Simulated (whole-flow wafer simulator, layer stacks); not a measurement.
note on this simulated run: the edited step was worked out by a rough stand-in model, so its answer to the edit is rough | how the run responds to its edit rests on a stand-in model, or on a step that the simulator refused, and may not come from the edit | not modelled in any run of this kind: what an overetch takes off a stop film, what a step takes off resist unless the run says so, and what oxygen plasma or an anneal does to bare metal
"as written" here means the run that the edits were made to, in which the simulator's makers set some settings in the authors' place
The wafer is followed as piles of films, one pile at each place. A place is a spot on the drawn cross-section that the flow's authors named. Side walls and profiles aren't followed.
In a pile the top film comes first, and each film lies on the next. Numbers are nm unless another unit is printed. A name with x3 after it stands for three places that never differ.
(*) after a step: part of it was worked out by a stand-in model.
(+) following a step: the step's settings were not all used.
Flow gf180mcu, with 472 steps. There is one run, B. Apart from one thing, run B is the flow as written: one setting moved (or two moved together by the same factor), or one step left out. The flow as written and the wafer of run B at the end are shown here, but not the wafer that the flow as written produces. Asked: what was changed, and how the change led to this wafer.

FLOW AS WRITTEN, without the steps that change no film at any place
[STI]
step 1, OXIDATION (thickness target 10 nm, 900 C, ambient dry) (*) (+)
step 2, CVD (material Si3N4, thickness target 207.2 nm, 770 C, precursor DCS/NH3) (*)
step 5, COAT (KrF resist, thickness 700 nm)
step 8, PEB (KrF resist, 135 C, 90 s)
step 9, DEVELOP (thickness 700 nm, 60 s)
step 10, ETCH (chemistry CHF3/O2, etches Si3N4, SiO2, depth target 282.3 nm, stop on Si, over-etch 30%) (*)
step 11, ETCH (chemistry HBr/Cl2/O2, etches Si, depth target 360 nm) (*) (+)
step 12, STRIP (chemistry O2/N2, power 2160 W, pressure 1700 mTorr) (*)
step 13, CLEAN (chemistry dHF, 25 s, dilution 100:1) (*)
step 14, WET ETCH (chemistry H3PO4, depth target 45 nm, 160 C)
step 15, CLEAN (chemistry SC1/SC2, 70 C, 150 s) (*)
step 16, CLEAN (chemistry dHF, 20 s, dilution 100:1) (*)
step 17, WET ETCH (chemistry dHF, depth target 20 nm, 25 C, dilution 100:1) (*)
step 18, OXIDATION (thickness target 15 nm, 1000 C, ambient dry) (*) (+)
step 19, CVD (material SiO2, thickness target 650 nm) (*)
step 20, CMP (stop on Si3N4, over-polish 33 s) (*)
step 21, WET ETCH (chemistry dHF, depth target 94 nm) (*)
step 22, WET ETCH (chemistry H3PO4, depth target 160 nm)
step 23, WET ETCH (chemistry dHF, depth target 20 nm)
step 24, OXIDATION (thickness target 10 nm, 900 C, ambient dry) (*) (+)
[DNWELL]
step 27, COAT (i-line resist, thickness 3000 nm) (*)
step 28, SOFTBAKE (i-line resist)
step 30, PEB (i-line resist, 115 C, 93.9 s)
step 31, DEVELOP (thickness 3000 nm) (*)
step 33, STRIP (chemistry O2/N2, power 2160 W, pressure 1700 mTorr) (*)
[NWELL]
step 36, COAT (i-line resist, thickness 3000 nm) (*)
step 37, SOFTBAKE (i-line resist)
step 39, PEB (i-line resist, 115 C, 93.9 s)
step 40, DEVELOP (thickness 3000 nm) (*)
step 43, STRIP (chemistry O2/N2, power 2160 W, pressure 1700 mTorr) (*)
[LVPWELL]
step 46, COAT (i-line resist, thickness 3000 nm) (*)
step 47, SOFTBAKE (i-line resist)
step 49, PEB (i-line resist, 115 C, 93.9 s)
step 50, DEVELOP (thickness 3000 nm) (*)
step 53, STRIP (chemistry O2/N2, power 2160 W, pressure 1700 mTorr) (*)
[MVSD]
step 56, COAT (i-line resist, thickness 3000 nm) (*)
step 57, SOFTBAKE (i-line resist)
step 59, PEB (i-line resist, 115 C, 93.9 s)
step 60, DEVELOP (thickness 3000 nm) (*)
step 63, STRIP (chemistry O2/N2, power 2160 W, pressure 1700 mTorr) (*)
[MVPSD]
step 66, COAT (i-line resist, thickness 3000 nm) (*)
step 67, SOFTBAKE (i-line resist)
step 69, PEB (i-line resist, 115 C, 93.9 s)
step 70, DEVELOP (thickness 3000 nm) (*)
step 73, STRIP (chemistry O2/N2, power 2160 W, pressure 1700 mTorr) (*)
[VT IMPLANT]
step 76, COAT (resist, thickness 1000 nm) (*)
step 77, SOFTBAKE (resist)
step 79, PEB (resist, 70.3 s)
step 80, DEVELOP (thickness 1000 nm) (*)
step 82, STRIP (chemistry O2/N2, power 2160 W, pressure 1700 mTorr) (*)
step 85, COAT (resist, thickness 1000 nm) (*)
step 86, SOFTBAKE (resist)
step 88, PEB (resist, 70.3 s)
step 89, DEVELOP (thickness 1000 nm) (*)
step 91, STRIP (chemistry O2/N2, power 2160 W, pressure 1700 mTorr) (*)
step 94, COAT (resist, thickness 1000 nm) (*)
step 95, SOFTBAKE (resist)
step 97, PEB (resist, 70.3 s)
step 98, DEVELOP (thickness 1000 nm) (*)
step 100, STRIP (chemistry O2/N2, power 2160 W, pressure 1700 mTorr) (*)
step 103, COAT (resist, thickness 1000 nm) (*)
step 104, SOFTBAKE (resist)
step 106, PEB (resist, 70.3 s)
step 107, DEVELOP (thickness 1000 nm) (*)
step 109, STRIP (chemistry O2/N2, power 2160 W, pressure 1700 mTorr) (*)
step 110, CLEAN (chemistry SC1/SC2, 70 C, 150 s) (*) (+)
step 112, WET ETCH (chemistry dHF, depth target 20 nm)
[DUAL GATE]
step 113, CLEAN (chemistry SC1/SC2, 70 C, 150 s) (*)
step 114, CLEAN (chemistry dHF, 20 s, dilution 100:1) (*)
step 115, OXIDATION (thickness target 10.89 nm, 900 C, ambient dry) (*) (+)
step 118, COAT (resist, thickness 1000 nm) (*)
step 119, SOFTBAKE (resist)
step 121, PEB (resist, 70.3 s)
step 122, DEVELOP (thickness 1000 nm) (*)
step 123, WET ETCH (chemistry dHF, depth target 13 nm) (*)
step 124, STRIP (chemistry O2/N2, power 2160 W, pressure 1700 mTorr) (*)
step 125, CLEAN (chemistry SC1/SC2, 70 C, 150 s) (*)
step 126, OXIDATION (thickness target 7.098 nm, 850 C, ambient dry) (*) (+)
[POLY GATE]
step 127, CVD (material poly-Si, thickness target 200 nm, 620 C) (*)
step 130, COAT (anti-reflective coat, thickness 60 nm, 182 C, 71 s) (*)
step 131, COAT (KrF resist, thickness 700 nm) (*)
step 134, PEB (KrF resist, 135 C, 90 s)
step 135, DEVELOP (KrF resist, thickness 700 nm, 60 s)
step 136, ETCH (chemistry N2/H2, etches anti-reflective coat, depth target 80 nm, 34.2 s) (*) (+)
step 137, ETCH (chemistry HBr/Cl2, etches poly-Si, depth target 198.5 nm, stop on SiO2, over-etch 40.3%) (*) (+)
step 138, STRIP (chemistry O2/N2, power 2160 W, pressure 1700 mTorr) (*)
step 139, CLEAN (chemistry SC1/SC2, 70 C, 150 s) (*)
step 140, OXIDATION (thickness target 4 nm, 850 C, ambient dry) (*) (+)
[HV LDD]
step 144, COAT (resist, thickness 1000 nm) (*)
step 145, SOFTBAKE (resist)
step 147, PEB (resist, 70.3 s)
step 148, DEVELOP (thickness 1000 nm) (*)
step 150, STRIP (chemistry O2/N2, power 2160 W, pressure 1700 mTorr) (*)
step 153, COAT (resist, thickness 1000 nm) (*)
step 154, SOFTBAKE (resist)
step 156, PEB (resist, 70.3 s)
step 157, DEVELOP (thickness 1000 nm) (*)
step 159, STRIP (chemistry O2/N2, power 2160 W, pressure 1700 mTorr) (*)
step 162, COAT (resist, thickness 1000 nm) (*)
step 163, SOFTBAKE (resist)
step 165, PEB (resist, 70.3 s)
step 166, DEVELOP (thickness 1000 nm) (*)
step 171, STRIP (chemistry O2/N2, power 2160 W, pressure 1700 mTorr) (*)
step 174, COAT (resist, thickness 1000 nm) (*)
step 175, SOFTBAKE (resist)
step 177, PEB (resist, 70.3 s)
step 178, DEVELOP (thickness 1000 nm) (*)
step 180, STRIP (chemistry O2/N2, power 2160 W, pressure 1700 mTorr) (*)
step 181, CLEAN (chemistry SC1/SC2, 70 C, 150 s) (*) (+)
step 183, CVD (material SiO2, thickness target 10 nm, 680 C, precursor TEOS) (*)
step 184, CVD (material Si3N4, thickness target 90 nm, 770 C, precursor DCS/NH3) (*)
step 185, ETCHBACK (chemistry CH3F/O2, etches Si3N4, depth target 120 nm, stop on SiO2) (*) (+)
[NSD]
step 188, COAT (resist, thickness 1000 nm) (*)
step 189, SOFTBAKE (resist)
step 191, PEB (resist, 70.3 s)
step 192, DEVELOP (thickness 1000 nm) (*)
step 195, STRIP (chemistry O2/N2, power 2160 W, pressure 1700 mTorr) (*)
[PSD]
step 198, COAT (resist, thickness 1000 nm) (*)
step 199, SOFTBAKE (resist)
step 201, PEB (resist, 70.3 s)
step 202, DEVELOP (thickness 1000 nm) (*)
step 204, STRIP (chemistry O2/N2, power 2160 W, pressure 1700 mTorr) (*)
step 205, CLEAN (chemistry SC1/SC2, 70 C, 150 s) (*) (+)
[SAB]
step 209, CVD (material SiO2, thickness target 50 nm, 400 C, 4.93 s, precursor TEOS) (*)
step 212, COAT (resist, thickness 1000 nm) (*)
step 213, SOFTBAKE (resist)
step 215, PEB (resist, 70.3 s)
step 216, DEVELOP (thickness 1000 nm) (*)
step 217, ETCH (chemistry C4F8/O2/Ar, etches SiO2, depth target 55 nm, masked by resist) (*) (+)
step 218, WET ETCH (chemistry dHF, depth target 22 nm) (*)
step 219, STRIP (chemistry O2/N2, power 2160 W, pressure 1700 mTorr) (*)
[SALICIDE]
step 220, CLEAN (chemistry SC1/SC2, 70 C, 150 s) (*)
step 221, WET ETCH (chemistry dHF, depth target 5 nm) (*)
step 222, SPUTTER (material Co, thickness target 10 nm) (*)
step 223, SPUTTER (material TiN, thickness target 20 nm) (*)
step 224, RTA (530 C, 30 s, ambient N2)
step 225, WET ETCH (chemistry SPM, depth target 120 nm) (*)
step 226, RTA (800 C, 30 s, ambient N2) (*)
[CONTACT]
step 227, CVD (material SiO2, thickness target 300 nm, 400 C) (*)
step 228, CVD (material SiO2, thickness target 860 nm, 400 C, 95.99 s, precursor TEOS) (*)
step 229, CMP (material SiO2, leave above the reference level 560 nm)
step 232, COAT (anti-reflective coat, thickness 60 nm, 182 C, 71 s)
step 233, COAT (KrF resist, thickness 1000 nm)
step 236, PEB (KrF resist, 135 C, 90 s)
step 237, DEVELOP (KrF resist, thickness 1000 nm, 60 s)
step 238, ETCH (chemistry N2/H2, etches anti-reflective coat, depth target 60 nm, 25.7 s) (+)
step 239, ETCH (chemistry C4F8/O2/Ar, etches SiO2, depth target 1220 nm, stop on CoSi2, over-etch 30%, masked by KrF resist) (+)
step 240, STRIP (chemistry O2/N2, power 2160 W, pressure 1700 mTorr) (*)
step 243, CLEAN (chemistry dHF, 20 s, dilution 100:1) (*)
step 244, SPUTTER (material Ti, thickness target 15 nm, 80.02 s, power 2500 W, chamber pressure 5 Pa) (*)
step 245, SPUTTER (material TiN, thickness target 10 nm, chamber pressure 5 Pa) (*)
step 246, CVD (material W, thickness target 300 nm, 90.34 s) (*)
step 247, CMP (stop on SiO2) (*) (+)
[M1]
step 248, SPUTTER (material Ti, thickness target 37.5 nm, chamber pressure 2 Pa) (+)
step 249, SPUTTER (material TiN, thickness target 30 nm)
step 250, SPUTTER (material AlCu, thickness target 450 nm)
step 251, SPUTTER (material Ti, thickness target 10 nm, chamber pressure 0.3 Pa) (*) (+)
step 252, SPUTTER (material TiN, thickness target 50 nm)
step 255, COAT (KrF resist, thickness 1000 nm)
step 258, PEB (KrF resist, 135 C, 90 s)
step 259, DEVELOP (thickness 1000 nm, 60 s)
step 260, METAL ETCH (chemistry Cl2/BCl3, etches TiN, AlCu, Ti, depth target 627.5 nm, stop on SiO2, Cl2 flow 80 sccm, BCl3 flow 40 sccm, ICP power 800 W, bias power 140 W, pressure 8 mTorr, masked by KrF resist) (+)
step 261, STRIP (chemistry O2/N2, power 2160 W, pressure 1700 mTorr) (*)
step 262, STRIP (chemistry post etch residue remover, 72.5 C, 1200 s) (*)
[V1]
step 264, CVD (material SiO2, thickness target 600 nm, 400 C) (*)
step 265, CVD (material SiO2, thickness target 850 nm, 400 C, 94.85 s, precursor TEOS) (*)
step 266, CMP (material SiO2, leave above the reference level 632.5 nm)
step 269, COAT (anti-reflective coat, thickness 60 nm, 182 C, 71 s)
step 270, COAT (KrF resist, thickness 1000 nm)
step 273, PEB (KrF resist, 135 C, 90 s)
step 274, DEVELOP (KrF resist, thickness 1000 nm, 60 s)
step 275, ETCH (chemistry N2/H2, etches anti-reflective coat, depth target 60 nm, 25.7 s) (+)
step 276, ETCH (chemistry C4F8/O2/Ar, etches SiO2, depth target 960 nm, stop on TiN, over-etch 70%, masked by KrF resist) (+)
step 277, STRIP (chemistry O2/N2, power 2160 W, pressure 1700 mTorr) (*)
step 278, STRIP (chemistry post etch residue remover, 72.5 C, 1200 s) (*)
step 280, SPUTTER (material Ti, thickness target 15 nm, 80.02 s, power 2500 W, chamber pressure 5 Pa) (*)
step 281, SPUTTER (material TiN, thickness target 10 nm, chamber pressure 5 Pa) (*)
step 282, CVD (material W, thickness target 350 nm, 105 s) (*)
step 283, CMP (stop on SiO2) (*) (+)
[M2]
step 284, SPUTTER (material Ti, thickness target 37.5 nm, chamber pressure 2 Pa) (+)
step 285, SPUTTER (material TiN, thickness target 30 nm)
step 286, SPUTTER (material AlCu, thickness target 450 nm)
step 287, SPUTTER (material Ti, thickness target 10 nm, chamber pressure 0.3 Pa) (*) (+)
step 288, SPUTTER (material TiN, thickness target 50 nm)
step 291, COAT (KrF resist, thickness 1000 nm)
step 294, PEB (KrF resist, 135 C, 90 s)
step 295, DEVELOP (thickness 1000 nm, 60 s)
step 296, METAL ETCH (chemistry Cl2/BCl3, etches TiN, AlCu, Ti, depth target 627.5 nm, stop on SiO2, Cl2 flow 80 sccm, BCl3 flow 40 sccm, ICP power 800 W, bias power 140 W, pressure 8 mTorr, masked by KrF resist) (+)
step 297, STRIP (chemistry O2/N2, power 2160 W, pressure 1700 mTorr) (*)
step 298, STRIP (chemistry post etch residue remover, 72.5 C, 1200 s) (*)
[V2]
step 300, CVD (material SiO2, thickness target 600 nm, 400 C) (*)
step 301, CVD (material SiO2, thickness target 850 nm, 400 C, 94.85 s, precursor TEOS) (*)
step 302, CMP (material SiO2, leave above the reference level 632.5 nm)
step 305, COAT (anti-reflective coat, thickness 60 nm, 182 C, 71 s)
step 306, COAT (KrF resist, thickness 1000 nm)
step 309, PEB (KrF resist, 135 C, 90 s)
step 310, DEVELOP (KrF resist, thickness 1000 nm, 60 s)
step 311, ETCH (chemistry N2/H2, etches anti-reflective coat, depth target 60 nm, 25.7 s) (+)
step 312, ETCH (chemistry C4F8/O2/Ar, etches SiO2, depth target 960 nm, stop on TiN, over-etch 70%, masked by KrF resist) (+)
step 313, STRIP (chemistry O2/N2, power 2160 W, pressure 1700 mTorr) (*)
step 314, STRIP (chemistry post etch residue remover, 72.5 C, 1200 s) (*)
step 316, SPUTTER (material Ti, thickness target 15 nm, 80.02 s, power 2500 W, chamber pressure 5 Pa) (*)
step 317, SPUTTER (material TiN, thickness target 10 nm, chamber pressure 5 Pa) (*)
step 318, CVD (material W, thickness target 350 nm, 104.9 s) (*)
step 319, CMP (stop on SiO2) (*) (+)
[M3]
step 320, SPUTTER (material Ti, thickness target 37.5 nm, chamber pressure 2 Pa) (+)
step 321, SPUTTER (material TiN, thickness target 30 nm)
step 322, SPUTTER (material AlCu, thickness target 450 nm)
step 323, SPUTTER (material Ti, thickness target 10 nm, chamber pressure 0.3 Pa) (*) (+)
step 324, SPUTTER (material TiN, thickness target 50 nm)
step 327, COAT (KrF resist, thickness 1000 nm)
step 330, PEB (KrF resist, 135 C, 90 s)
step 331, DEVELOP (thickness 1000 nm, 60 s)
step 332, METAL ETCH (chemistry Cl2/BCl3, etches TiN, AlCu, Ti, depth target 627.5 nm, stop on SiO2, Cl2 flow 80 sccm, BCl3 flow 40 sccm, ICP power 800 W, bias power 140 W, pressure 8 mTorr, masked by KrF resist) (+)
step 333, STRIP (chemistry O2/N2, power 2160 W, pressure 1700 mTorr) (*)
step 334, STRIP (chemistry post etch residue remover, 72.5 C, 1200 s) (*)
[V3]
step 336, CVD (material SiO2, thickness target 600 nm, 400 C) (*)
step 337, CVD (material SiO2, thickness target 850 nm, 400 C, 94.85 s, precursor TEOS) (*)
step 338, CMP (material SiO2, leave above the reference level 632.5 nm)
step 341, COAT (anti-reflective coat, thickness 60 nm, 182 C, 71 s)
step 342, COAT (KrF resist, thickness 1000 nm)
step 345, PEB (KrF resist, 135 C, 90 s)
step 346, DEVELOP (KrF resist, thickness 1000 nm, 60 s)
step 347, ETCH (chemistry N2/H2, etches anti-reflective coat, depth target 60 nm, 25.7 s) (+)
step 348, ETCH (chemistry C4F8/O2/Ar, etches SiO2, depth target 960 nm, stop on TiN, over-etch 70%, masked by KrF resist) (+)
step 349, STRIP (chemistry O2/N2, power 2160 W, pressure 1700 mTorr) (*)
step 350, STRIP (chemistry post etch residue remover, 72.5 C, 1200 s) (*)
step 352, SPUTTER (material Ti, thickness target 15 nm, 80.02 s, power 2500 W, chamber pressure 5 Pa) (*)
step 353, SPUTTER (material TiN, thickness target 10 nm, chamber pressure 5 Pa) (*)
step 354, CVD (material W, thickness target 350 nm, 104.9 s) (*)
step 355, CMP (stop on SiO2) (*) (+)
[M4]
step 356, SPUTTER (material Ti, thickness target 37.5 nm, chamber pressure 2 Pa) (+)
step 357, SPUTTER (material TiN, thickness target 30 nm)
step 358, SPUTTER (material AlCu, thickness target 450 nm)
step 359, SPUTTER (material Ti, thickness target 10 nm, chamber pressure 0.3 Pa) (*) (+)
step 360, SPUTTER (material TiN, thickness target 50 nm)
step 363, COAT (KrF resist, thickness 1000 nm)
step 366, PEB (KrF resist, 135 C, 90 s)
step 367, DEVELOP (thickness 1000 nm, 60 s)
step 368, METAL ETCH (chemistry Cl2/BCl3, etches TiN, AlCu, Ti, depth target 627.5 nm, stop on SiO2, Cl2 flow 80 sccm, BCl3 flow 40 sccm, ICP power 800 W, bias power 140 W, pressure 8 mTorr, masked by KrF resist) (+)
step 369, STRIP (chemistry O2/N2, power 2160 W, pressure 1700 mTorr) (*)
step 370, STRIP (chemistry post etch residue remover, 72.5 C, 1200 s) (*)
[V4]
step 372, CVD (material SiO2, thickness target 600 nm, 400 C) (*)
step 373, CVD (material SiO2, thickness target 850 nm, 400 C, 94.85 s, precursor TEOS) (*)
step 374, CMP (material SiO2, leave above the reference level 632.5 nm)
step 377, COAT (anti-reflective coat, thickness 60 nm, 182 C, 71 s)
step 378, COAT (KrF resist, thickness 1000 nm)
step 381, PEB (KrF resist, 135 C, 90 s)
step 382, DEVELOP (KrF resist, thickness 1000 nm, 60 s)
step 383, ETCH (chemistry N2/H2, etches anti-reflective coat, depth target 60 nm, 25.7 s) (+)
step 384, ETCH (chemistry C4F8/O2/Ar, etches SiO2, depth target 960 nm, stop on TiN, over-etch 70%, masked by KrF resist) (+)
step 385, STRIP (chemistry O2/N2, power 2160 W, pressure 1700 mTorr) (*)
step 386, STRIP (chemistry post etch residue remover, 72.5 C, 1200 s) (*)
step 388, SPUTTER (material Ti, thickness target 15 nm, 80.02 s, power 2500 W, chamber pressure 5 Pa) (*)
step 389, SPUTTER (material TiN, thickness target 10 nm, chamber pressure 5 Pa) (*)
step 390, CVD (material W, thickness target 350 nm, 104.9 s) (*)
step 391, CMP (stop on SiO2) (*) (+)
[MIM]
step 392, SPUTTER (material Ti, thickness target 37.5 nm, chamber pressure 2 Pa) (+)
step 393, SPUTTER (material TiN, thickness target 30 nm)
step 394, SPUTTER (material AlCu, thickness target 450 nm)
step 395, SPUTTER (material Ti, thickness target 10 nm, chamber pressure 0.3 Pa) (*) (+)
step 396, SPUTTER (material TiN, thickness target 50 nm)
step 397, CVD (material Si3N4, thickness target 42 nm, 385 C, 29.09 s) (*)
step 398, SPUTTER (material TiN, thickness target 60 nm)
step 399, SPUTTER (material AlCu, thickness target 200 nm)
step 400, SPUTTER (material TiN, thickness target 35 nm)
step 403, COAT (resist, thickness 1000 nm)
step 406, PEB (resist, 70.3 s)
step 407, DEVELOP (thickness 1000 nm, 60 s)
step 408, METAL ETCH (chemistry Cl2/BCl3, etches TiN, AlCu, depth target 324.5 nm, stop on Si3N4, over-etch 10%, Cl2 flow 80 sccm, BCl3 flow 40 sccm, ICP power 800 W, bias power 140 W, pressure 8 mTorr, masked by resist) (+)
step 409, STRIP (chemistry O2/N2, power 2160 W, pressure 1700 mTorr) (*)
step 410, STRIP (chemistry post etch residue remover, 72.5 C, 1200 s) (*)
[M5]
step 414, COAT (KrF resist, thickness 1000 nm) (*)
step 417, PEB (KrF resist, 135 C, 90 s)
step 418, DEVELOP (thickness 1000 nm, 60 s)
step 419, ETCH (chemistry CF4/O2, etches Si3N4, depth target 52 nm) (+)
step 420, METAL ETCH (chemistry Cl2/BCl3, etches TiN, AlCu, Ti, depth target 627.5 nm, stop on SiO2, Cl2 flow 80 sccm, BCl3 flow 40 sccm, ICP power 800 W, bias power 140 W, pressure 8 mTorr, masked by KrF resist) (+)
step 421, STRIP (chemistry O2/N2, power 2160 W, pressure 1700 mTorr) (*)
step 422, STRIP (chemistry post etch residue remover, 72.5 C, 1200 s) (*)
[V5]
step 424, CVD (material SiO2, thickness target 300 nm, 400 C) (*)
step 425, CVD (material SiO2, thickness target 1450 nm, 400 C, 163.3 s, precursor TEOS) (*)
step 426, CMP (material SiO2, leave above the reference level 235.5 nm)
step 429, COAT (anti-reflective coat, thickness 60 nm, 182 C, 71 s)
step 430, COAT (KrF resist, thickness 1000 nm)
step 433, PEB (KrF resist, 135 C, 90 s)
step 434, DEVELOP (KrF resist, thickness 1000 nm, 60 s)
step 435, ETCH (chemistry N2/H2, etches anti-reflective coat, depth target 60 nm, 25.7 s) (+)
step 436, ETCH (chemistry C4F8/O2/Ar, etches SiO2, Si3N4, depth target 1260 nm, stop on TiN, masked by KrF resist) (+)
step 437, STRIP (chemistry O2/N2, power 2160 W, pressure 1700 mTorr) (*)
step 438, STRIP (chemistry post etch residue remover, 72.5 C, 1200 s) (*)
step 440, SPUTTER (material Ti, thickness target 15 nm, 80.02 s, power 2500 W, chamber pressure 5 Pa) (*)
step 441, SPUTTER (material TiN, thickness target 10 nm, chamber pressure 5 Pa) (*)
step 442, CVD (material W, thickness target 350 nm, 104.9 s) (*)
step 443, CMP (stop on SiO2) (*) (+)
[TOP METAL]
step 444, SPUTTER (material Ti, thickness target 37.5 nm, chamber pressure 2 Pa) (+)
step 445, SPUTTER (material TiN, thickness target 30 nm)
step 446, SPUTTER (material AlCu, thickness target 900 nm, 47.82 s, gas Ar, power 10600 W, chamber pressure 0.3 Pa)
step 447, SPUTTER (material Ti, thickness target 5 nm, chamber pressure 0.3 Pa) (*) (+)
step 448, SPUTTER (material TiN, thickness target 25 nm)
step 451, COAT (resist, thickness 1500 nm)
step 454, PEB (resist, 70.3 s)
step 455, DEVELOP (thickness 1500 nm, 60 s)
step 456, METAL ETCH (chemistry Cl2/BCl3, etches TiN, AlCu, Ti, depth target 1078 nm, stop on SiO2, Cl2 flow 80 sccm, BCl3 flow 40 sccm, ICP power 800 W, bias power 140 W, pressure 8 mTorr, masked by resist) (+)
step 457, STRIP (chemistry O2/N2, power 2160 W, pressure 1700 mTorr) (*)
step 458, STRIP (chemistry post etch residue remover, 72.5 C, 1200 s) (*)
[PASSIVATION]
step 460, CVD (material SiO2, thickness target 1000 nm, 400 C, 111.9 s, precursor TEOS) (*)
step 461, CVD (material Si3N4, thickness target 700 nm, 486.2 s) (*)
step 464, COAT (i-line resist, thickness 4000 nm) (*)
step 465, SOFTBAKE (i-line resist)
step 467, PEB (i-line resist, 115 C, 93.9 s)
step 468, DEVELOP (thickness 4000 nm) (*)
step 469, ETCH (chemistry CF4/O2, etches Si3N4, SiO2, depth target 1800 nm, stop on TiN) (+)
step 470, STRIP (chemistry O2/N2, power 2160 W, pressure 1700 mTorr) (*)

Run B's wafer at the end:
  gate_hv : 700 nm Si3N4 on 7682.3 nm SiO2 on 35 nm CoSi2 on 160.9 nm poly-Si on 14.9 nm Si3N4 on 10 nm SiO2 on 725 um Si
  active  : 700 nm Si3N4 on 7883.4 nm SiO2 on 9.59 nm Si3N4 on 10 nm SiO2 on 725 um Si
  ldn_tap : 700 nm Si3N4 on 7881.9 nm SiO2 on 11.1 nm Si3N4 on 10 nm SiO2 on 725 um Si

What caused this: step 2, CVD: thickness target 236.2 nm was run, though the flow has thickness target 207.2 nm.

The path from the change to this, step by step:
  step 2, CVD (material Si3N4, thickness target 207.2 nm, 770 C, precursor DCS/NH3) (*)
      field, field_sub, active and 77 more: +236.2 Si3N4 (new film) (as written it would have been: +207.2 Si3N4 (new film))
  step 10, ETCH (chemistry CHF3/O2, etches Si3N4, SiO2, depth target 282.3 nm, stop on Si, over-etch 30%) (*)
      field, field_sub, sti and 34 more: -236.2 Si3N4 (all of it), -10 SiO2 (all of it), -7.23 Si (as written it would have been: -207.2 Si3N4 (all of it), -10 SiO2 (all of it), -13 Si)
  step 19, CVD (material SiO2, thickness target 650 nm) (*)
      m1, ld_fp_n, ld_drift_n and 8 more: +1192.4 SiO2 (as written it would have been: +1163.4 SiO2)
  step 20, CMP (stop on Si3N4, over-polish 33 s) (*)
      sti, mim_1p0, pad and 11 more: -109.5 SiO2 (as written it would have been: -138.5 SiO2)
      nw_enc_fld, nw_enc_fld_lv: -113.5 SiO2 (as written it would have been: -142.5 SiO2)
      (also at 10 further places)
  step 22, WET ETCH (chemistry H3PO4, depth target 160 nm)
      active, n_well, p_well and 40 more: -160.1 Si3N4 (as written it would have been: -150.8 Si3N4 (all of it), -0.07 SiO2)
  step 23, WET ETCH (chemistry dHF, depth target 20 nm)
      active, n_well, p_well and 40 more: -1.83 Si3N4 (as written it would have been: -9.93 SiO2 (all of it))
  step 24, OXIDATION (thickness target 10 nm, 900 C, ambient dry) (*) (+)
      active, n_well, p_well and 40 more: nothing (as written it would have been: +10 SiO2 (new film), -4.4 Si)
  step 28, SOFTBAKE (i-line resist)
      ldn_fp, ldn_drn: +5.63 i-line resist (as written it would have been: +4.83 i-line resist)
      active_nat: +3.39 i-line resist (as written it would have been: +2.84 i-line resist)
      (also at 18 further places)
  step 37, SOFTBAKE (i-line resist)
      ldn_fp, ldn_drn: +5.63 i-line resist (as written it would have been: +4.83 i-line resist)
      active_nat: +3.39 i-line resist (as written it would have been: +2.84 i-line resist)
      (also at 18 further places)
  step 47, SOFTBAKE (i-line resist)
      ldn_fp, ldn_drn: +5.63 i-line resist (as written it would have been: +4.83 i-line resist)
      active_nat: +3.39 i-line resist (as written it would have been: +2.84 i-line resist)
      (also at 18 further places)
  step 57, SOFTBAKE (i-line resist)
      ldn_fp, ldn_drn: +5.63 i-line resist (as written it would have been: +4.83 i-line resist)
      active_nat: +3.39 i-line resist (as written it would have been: +2.84 i-line resist)
      (also at 18 further places)
  step 67, SOFTBAKE (i-line resist)
      ldn_fp, ldn_drn: +5.63 i-line resist (as written it would have been: +4.83 i-line resist)
      active_nat: +3.39 i-line resist (as written it would have been: +2.84 i-line resist)
      (also at 18 further places)
  step 112, WET ETCH (chemistry dHF, depth target 20 nm)
      active, n_well, p_well and 40 more: -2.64 Si3N4 (as written it would have been: -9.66 SiO2 (all of it))
  step 113, CLEAN (chemistry SC1/SC2, 70 C, 150 s) (*)
      active, n_well, p_well and 40 more: -0.07 Si3N4 (as written it would have been: +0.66 chemical SiO2 (new film), -1.83 Si)
  step 114, CLEAN (chemistry dHF, 20 s, dilution 100:1) (*)
      active, n_well, p_well and 40 more: -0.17 Si3N4 (as written it would have been: -0.66 chemical SiO2 (all of it))
  step 115, OXIDATION (thickness target 10.89 nm, 900 C, ambient dry) (*) (+)
      active, n_well, p_well and 40 more: nothing (as written it would have been: +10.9 SiO2 (new film), -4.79 Si)
  ... 27 other steps ...
  step 471, ANNEAL (400 C, 1800 s, ambient N2/H2)
      contact: under 49 films: +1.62 void (new film), -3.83 Ti, +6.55 TiSi first (new film), -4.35 Si (as written it would have been: nothing)
If metal films that touch count as one body, active has 0 bodies; the flow as written gives 1 body.
If metal films that touch count as one body, ldn_tap has 0 bodies; the flow as written gives 1 body.
